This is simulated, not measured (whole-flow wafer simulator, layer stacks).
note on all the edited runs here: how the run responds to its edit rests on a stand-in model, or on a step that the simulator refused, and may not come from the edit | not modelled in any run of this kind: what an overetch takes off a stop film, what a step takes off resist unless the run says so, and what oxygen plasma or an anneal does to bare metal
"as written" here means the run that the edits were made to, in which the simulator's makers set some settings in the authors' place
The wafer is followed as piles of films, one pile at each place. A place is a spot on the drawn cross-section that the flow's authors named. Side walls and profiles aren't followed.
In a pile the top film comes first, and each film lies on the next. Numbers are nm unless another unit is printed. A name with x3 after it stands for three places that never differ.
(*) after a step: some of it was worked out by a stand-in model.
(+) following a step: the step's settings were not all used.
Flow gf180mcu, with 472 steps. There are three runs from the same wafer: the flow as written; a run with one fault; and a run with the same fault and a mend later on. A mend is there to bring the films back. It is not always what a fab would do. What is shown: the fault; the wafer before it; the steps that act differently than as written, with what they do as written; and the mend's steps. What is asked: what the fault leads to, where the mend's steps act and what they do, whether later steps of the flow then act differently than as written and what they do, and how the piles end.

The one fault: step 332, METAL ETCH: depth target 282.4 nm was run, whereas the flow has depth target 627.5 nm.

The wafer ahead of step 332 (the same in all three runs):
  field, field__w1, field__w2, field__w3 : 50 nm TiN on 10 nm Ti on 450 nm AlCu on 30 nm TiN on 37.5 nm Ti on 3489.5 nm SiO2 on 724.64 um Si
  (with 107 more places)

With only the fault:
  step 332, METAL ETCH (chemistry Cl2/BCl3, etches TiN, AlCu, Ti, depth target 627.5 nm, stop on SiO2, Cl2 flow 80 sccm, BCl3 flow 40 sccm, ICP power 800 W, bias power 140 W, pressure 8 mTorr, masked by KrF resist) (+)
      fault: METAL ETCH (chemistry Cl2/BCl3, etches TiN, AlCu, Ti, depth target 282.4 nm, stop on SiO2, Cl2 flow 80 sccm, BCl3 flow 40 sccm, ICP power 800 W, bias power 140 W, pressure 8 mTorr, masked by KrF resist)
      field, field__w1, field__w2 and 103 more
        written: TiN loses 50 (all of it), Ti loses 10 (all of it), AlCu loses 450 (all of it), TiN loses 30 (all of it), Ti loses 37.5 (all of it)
        fault: TiN loses 50 (all of it), Ti loses 10 (all of it), AlCu loses 222.4
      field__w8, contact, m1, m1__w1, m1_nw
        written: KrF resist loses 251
        fault: KrF resist loses 113
  Later steps of the flow acting differently than as written:
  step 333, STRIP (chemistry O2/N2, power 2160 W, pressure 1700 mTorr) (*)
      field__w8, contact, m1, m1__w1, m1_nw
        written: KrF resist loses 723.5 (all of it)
        fault: KrF resist loses 861.6 (all of it)
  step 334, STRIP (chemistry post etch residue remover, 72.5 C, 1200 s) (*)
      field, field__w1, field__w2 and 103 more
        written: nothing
        fault: AlCu loses 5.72
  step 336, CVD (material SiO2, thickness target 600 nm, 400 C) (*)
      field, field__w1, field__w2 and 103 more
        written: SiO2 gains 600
        fault: SiO2 gains 600 (new film)
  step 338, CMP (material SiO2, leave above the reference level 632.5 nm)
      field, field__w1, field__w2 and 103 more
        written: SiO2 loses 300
        fault: SiO2 loses 589.4
  At field, field__w1, field__w2 and 104 more, the piles at the end differ from the flow's by more than 2% or 0.5 nm, whichever is larger.
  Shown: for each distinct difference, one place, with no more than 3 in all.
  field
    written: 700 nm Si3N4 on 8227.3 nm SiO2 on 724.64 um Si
    fault: 700 nm Si3N4 on 4448.4 nm SiO2 on 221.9 nm AlCu on 30 nm TiN on 37.5 nm Ti on 3489.5 nm SiO2 on 724.64 um Si
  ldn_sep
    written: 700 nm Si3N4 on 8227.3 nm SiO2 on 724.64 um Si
    fault: 700 nm Si3N4 on 4448.4 nm SiO2 on 221.9 nm AlCu on 30 nm TiN on 37.5 nm Ti on 3489.4 nm SiO2 on 724.64 um Si
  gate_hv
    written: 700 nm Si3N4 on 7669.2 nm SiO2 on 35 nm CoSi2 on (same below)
    fault: 700 nm Si3N4 on 4448.4 nm SiO2 on 221.9 nm AlCu on 30 nm TiN on 37.5 nm Ti on 2931.3 nm SiO2 on 35 nm CoSi2 on (same below)

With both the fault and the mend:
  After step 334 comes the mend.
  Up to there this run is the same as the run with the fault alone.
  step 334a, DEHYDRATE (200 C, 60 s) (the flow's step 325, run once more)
      alters no film at any place that is followed
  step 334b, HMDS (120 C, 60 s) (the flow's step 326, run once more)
      alters no film at any place that is followed
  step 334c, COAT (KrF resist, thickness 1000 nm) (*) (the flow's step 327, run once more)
      iso_ptap_pw, iso_ntap_nw, iso_nw_fld and 33 more
        KrF resist gains 1000 (new film)
      field_sub__w2, field_sub__w4, ld_sd_n and 14 more
        KrF resist gains 1001.8 (new film)
      field__w10, p_well, sti and 10 more
        KrF resist gains 1002 (new film)
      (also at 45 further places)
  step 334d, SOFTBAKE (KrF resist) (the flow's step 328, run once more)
      alters no film at any place that is followed
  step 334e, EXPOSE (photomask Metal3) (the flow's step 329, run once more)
      alters no film at any place that is followed
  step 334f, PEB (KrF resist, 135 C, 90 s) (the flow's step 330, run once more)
      field__w1, field__w2, field__w3 and 59 more
        KrF resist loses 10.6
      iso_ptap_pw, iso_ntap_nw, iso_nw_fld and 33 more
        KrF resist loses 10.5
      sd_p, gate_p, nw_sep_fld
        KrF resist loses 10.7
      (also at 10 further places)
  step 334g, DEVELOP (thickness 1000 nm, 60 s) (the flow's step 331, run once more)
      iso_ptap_pw, iso_ntap_nw, iso_nw_fld and 33 more
        KrF resist loses 989.5 (all of it)
      field__w5, field__w6, field__w9 and 13 more
        KrF resist loses 991.3 (all of it)
      field_sub, field_sub__w1, p_well and 9 more
        KrF resist loses 991.4 (all of it)
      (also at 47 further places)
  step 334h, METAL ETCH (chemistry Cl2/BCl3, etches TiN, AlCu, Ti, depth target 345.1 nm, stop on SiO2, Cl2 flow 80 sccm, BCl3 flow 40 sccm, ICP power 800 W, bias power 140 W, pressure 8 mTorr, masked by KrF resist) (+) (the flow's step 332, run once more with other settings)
      field, field__w1, field__w2 and 103 more
        AlCu loses 221.9 (all of it), TiN loses 30 (all of it), Ti loses 37.5 (all of it)
      field__w8, contact, m1, m1__w1, m1_nw
        KrF resist loses 138
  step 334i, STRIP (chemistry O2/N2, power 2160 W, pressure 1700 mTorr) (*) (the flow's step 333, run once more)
      field__w8
        KrF resist loses 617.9 (all of it)
      contact
        KrF resist loses 616.3 (all of it)
      m1
        KrF resist loses 617.8 (all of it)
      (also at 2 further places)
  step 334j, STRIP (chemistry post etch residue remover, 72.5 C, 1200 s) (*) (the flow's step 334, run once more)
      field__w8, contact, m1, m1__w1, m1_nw
        TiN loses 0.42
  Every later step of the flow that is run acts as written, at every place that is followed, to within 2% or 0.5 nm, whichever is larger.
  At the end the piles are close to the flow's at the places that both follow, differing by at most 2% or 0.5 nm, whichever is larger.
